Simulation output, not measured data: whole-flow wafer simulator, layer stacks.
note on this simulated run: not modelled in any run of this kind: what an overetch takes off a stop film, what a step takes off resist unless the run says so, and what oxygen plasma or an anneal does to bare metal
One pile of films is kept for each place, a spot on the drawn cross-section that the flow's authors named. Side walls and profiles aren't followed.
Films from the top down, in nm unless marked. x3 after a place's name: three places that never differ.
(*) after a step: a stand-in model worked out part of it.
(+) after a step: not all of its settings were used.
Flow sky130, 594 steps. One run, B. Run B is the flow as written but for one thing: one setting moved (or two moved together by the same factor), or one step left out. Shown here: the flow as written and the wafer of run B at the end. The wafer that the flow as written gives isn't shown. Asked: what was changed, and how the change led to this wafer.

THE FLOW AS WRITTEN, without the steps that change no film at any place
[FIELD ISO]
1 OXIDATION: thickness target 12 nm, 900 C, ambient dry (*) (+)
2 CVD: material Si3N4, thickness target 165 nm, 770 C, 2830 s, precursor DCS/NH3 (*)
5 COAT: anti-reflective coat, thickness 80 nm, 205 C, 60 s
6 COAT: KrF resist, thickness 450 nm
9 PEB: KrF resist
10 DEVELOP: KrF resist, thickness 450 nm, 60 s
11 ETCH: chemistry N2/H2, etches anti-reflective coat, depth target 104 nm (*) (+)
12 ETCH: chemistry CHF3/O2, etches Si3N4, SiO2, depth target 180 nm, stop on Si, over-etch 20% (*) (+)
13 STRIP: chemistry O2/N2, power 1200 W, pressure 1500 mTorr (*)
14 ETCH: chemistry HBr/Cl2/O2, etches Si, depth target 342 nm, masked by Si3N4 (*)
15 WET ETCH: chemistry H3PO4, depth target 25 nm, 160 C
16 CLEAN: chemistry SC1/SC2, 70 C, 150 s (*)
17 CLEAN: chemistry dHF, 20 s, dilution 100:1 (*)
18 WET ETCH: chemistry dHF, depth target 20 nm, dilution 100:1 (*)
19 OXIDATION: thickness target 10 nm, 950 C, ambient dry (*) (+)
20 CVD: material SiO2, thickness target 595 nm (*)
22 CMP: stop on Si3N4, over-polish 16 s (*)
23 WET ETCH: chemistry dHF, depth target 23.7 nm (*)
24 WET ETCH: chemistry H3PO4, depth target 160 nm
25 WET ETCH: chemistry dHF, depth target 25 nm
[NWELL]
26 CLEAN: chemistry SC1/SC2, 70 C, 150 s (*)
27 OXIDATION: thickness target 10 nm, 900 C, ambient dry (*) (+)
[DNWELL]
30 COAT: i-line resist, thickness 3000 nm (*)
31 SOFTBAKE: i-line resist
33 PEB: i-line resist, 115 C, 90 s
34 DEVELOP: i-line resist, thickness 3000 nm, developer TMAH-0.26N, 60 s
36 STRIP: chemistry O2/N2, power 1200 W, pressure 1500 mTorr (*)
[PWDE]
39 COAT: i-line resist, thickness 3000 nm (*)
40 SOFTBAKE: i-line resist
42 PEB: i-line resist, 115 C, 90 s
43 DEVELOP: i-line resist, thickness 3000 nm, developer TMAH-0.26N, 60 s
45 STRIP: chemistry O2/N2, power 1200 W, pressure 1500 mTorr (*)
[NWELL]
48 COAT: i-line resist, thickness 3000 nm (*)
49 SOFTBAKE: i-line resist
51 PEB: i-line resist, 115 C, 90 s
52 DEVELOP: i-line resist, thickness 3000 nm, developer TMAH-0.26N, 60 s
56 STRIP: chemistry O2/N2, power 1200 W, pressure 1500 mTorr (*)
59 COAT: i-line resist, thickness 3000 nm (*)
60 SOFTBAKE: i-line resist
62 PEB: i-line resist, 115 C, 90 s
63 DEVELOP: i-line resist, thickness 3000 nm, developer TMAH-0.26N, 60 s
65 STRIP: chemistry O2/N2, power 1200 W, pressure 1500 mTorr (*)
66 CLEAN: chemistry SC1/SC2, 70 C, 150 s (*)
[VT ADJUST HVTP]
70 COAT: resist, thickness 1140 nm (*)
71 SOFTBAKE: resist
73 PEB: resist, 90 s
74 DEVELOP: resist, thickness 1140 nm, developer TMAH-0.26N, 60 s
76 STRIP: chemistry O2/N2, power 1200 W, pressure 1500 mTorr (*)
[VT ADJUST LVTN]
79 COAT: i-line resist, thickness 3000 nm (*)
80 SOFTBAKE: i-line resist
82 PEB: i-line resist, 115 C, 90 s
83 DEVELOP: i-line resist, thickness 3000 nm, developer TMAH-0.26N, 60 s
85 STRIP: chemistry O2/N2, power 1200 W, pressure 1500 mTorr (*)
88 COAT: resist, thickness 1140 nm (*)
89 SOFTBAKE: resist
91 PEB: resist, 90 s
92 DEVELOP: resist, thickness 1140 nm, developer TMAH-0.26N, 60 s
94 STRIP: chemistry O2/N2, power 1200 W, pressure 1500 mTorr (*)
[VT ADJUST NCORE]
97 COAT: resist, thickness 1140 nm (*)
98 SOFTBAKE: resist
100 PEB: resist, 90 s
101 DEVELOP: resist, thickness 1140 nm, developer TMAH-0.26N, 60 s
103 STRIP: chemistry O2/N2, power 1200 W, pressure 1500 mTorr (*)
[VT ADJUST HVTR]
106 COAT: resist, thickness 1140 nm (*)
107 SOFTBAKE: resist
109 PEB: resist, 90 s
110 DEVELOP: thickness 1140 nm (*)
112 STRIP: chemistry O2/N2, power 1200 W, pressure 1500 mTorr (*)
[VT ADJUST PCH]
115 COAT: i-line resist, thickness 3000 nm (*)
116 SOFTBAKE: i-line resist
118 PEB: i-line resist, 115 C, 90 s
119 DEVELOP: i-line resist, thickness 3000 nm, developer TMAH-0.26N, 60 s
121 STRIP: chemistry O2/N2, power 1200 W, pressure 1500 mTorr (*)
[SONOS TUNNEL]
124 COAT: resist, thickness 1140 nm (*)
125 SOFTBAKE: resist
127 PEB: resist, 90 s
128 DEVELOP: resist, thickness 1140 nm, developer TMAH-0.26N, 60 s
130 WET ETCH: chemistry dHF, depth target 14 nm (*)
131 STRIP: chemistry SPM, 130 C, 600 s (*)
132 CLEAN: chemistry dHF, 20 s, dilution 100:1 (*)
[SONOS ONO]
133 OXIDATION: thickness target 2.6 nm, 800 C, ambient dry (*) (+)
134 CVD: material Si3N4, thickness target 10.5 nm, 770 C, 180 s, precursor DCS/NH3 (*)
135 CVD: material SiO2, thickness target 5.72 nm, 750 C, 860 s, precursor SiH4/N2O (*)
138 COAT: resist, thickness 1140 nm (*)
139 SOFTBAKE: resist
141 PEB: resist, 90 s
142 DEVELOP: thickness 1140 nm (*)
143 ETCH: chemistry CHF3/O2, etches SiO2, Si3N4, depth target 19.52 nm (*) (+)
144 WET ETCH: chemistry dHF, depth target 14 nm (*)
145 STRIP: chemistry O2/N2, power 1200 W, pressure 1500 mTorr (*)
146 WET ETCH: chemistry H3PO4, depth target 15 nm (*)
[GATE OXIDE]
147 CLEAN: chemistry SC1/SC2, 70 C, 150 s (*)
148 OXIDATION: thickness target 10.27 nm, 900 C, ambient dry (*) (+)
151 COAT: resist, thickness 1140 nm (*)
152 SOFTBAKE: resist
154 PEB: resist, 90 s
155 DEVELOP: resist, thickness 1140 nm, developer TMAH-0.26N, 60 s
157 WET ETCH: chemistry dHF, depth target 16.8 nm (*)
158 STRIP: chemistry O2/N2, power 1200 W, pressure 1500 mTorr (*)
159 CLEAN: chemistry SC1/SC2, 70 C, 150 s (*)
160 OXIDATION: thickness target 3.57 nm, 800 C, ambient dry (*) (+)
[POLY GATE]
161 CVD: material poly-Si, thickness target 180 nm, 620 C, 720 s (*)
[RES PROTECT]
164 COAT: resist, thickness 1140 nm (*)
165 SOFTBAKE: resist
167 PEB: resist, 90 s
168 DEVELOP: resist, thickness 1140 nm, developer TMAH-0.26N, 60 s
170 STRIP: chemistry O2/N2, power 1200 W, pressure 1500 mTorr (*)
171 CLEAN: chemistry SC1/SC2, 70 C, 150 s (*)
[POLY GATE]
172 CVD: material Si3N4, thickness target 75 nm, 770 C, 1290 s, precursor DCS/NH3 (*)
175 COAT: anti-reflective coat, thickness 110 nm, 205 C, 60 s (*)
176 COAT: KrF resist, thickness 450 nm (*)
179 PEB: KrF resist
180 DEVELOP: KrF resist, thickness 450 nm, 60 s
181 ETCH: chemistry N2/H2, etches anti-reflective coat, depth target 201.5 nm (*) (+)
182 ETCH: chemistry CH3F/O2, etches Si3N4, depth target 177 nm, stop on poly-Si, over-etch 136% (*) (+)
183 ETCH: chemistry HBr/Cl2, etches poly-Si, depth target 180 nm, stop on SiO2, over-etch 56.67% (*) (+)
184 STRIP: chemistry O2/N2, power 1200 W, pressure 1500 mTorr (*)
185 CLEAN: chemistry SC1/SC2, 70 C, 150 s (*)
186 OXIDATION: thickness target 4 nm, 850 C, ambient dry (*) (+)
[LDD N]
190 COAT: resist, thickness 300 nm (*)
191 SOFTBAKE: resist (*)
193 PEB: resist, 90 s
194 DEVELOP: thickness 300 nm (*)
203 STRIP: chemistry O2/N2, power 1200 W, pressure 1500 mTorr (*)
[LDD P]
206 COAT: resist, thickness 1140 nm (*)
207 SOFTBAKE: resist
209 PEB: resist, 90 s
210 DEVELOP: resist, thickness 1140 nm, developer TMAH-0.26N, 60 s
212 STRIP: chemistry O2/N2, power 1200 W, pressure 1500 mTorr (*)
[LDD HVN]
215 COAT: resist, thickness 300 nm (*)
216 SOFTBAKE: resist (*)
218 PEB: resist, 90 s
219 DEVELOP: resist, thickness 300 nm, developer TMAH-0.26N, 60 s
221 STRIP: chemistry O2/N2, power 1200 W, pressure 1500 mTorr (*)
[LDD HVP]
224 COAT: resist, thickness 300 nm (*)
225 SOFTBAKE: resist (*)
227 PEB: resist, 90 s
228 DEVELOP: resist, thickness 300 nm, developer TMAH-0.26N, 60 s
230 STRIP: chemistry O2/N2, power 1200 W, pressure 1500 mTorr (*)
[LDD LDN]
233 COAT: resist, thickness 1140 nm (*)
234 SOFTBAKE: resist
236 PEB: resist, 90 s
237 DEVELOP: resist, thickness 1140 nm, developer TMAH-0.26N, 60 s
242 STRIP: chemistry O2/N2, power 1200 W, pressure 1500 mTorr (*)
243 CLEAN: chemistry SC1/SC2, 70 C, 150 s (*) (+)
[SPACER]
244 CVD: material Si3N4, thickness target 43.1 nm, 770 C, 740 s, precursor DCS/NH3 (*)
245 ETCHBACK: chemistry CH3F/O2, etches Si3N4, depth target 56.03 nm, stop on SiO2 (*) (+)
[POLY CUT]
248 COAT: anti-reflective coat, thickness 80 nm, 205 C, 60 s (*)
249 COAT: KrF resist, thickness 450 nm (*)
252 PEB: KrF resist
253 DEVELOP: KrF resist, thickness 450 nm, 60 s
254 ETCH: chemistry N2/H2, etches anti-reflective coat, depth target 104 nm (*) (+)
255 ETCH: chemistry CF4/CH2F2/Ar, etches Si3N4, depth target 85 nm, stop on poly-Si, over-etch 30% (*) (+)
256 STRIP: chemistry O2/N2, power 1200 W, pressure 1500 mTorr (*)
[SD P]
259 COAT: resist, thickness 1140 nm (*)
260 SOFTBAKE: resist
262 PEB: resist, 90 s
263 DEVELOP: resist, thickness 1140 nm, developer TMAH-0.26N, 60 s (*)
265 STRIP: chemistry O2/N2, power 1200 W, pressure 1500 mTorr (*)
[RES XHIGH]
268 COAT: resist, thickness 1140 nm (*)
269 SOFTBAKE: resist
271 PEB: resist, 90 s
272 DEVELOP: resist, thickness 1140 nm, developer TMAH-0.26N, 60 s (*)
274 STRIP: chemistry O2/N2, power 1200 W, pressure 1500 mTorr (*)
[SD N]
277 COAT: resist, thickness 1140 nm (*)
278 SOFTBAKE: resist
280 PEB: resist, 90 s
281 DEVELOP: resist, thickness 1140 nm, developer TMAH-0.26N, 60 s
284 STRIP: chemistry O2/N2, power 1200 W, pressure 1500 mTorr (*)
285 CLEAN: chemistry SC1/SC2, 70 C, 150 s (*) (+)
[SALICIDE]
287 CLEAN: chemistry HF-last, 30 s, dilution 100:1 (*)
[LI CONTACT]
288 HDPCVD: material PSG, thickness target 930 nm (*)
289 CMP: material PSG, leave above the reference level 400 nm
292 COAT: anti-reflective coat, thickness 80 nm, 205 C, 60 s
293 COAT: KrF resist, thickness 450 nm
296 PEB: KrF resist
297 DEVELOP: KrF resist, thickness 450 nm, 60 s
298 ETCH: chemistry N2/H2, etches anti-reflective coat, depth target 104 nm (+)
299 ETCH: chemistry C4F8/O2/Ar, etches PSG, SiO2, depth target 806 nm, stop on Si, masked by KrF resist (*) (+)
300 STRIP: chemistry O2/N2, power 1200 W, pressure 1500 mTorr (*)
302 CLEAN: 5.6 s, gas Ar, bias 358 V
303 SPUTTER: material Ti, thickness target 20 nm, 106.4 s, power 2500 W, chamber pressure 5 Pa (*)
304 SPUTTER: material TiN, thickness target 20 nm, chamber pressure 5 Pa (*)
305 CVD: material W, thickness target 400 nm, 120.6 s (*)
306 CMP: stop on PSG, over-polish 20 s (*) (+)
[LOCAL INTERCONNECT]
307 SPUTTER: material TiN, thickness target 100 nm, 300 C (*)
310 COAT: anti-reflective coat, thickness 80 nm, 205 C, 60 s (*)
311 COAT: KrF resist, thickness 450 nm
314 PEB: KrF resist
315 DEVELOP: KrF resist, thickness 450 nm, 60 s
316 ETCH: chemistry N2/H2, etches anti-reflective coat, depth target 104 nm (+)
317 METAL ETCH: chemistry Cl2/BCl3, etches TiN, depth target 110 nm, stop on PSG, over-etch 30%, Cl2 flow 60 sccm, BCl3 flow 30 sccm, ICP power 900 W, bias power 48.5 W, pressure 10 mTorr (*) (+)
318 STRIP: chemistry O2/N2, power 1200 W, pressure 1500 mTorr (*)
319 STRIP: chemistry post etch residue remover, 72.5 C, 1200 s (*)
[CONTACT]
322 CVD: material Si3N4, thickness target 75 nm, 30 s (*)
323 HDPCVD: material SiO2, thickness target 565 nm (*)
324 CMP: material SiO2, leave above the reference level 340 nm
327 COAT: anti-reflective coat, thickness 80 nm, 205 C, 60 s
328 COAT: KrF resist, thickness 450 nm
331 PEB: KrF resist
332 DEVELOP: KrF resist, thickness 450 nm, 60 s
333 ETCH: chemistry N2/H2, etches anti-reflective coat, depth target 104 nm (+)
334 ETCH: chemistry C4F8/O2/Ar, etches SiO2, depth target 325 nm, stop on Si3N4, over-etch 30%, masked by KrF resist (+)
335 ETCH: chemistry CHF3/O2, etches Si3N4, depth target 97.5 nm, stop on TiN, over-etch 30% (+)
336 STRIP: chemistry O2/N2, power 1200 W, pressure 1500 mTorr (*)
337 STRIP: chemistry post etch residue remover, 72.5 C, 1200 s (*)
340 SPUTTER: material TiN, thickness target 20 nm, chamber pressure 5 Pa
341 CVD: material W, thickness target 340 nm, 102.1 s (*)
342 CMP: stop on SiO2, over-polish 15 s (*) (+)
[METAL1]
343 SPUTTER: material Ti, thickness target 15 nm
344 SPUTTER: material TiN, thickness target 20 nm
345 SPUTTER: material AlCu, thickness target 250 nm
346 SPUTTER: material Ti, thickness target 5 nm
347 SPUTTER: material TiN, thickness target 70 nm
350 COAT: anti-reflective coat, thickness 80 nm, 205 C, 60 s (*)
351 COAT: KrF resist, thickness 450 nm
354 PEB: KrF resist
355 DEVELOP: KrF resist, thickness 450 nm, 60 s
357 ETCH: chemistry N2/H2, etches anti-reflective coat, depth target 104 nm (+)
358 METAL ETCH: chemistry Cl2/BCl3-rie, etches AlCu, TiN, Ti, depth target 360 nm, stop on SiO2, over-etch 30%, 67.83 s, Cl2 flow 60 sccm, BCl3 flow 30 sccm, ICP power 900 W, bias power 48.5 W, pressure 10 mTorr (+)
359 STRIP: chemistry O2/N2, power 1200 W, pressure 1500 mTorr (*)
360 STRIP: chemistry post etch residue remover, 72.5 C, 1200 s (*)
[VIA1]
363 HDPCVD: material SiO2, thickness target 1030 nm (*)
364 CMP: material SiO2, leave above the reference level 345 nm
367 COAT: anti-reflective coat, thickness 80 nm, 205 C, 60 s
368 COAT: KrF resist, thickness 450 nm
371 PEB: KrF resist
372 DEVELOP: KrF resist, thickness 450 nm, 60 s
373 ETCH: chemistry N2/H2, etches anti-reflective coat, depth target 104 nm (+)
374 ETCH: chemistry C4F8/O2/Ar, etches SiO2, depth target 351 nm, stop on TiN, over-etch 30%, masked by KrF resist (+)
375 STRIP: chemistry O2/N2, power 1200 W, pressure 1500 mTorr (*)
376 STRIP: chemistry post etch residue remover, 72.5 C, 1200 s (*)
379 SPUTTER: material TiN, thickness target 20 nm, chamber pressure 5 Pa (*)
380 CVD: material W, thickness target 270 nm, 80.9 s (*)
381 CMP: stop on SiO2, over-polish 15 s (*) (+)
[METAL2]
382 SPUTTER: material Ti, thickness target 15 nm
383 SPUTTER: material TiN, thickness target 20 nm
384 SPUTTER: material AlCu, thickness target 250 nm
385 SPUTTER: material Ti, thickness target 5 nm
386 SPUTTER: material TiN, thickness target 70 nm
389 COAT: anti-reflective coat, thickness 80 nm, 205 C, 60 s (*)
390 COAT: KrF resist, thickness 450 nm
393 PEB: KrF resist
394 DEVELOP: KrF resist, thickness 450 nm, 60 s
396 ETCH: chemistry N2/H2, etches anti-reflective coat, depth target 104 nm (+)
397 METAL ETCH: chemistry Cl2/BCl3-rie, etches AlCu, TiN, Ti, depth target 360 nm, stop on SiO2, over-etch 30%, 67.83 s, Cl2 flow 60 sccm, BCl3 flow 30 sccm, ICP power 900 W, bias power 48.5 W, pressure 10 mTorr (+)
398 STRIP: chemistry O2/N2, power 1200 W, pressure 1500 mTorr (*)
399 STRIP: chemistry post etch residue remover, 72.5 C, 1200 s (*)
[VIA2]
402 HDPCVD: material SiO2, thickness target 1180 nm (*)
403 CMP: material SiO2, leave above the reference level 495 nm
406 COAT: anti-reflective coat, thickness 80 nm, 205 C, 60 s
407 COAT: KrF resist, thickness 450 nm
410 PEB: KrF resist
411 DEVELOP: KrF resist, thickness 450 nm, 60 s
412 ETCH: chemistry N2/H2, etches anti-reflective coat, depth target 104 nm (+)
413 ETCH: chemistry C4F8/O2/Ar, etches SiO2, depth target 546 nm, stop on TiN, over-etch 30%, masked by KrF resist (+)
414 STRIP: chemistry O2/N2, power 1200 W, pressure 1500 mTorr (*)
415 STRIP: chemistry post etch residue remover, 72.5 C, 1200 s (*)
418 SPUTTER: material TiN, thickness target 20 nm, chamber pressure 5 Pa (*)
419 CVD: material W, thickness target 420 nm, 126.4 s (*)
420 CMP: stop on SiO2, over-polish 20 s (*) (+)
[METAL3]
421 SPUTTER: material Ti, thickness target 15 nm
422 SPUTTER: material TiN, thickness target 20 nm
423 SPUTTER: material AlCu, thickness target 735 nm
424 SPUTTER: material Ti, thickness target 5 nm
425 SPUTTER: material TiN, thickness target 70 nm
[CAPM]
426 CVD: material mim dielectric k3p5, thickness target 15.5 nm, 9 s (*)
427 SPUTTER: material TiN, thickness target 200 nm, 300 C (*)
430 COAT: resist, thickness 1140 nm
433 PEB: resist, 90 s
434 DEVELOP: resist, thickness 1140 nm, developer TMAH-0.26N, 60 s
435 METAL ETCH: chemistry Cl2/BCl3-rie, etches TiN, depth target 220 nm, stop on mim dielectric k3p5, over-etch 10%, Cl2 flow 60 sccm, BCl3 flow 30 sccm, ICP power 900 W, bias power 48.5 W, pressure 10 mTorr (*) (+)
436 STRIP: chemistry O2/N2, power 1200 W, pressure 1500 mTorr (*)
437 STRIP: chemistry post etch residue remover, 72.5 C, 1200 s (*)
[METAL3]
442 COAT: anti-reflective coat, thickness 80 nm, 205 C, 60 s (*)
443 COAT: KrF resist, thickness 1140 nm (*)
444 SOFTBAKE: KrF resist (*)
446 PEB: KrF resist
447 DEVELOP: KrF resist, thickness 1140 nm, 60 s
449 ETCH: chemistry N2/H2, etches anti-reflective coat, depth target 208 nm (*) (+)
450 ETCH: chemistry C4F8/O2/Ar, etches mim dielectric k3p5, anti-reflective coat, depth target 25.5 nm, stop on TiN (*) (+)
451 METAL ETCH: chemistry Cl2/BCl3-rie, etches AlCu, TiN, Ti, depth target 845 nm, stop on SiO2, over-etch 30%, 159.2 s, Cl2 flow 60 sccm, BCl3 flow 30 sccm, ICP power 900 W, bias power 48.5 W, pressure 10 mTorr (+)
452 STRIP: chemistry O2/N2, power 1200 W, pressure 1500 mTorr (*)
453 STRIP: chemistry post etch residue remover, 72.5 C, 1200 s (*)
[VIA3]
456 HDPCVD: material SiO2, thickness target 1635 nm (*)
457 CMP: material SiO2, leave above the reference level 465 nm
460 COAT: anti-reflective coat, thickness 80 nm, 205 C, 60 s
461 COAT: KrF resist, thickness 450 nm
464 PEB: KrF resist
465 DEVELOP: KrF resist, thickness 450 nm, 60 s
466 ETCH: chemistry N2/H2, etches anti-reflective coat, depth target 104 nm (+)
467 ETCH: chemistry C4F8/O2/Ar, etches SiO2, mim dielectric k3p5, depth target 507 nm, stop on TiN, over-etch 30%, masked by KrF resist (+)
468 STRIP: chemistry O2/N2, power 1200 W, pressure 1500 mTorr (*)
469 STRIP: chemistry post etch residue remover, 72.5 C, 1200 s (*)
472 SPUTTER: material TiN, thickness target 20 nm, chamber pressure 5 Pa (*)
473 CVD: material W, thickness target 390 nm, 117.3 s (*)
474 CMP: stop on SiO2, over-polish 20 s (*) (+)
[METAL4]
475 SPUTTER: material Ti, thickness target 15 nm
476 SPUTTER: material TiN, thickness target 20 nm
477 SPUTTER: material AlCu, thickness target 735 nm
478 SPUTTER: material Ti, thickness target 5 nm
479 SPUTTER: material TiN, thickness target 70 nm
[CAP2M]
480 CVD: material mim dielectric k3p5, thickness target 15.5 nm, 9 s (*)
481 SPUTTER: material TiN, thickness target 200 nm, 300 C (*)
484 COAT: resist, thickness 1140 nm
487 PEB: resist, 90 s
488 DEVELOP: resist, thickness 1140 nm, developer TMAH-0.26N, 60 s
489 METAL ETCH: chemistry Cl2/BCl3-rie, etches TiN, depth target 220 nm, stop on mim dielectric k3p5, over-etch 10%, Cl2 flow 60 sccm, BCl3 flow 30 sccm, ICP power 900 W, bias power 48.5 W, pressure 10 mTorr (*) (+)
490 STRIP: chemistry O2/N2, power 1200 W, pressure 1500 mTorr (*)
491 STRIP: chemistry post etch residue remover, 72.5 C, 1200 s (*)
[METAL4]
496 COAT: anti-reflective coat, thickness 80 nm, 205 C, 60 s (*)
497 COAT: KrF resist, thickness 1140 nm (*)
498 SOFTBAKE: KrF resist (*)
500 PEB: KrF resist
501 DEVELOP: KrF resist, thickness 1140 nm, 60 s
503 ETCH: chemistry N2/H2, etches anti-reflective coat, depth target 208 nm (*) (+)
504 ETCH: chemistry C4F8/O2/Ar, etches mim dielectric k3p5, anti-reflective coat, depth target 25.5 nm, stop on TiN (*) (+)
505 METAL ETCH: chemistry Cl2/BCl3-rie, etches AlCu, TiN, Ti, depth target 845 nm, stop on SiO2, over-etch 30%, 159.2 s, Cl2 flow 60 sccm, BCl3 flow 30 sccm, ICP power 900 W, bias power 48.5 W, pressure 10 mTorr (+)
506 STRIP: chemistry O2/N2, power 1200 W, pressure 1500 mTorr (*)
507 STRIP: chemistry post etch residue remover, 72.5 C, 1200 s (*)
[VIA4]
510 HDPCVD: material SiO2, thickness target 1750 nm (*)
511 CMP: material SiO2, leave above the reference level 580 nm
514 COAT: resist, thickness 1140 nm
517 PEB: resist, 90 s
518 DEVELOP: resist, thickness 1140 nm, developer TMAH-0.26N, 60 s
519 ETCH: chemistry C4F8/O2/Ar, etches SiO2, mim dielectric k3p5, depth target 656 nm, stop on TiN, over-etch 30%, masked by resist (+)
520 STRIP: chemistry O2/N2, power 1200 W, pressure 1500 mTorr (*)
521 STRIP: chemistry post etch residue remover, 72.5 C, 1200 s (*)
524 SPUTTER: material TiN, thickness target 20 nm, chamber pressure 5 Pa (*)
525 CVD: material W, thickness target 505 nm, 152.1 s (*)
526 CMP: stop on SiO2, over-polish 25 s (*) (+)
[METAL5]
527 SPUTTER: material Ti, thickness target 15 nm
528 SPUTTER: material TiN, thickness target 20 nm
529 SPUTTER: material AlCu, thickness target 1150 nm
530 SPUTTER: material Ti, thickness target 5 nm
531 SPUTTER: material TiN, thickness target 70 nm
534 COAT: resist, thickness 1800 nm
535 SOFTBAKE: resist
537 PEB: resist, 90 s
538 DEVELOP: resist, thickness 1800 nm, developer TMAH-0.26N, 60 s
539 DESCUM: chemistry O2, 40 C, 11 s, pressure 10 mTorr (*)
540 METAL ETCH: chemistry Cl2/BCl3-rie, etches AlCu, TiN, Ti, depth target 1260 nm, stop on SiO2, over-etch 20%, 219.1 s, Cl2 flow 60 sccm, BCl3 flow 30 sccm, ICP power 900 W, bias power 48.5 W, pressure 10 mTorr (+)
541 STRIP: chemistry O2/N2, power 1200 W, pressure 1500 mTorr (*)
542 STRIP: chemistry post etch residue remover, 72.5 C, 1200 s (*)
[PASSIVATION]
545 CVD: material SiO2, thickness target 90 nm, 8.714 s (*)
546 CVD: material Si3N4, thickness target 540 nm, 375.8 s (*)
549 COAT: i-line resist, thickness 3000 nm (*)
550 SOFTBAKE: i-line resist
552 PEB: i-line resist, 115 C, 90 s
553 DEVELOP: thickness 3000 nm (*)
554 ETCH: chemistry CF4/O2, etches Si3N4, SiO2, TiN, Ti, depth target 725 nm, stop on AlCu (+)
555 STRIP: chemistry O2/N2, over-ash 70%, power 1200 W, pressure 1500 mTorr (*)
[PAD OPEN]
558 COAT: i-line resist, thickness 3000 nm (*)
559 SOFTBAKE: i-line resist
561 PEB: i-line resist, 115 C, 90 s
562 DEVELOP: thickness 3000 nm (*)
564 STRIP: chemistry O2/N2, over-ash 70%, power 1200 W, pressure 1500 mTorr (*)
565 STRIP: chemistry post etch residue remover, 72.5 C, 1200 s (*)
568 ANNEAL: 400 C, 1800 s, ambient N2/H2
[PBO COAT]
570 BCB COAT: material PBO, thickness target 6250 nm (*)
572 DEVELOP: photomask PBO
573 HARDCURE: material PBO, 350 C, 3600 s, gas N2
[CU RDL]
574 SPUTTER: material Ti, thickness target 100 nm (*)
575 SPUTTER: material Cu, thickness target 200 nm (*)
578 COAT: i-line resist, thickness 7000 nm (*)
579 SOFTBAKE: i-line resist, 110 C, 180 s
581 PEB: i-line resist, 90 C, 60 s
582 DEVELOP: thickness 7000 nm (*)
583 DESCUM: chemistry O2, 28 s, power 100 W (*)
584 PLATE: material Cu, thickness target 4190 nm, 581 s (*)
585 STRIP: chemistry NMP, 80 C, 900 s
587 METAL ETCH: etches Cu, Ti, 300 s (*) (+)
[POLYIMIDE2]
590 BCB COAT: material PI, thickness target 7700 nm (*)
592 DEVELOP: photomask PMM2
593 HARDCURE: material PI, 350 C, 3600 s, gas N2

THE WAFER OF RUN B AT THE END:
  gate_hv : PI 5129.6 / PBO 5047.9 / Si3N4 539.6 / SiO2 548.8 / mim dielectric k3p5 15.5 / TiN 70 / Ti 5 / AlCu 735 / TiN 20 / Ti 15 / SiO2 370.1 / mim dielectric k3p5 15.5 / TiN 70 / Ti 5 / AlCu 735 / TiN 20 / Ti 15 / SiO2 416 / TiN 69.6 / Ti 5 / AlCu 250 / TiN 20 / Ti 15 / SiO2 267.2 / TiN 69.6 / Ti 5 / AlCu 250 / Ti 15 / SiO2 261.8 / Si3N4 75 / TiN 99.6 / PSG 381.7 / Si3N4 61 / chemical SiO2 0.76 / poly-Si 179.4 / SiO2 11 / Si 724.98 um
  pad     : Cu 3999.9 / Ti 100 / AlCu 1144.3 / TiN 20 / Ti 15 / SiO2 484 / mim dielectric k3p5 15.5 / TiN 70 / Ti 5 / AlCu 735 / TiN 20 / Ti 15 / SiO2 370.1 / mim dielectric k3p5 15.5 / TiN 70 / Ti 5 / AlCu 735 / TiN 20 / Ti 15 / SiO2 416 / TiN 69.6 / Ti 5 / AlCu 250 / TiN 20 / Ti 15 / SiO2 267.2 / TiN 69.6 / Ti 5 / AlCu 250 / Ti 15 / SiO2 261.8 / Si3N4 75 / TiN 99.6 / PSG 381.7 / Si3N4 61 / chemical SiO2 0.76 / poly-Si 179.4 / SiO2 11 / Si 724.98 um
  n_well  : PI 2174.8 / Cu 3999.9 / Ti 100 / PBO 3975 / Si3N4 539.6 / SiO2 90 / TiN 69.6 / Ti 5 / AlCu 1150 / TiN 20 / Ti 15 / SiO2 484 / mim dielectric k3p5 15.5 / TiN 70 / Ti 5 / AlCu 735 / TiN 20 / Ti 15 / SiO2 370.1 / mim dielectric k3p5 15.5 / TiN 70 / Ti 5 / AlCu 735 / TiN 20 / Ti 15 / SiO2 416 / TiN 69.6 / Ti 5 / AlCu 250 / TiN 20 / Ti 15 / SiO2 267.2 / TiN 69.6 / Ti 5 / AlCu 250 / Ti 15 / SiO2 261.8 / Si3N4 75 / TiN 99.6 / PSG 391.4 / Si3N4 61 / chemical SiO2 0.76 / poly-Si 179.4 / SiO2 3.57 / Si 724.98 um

The cause: step 344, SPUTTER: material TiN, thickness target 20 nm, was left out.

How the change led to this, step by step:
  358 METAL ETCH: chemistry Cl2/BCl3-rie, etches AlCu, TiN, Ti, depth target 360 nm, stop on SiO2, over-etch 30%, 67.83 s, Cl2 flow 60 sccm, BCl3 flow 30 sccm, ICP power 900 W, bias power 48.5 W, pressure 10 mTorr (+)
      field, active, gate and 81 more: TiN -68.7 (all of it), Ti -5 (all of it), AlCu -250 (all of it), Ti -15 (all of it), SiO2 -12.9 (as written it would be: TiN -68.7 (all of it), Ti -5 (all of it), AlCu -250 (all of it), TiN -20 (all of it), Ti -15 (all of it), SiO2 -10.9)
  364 CMP: material SiO2, leave above the reference level 345 nm
      field, active, gate and 81 more: SiO2 -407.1 (as written it would be: SiO2 -389.1)
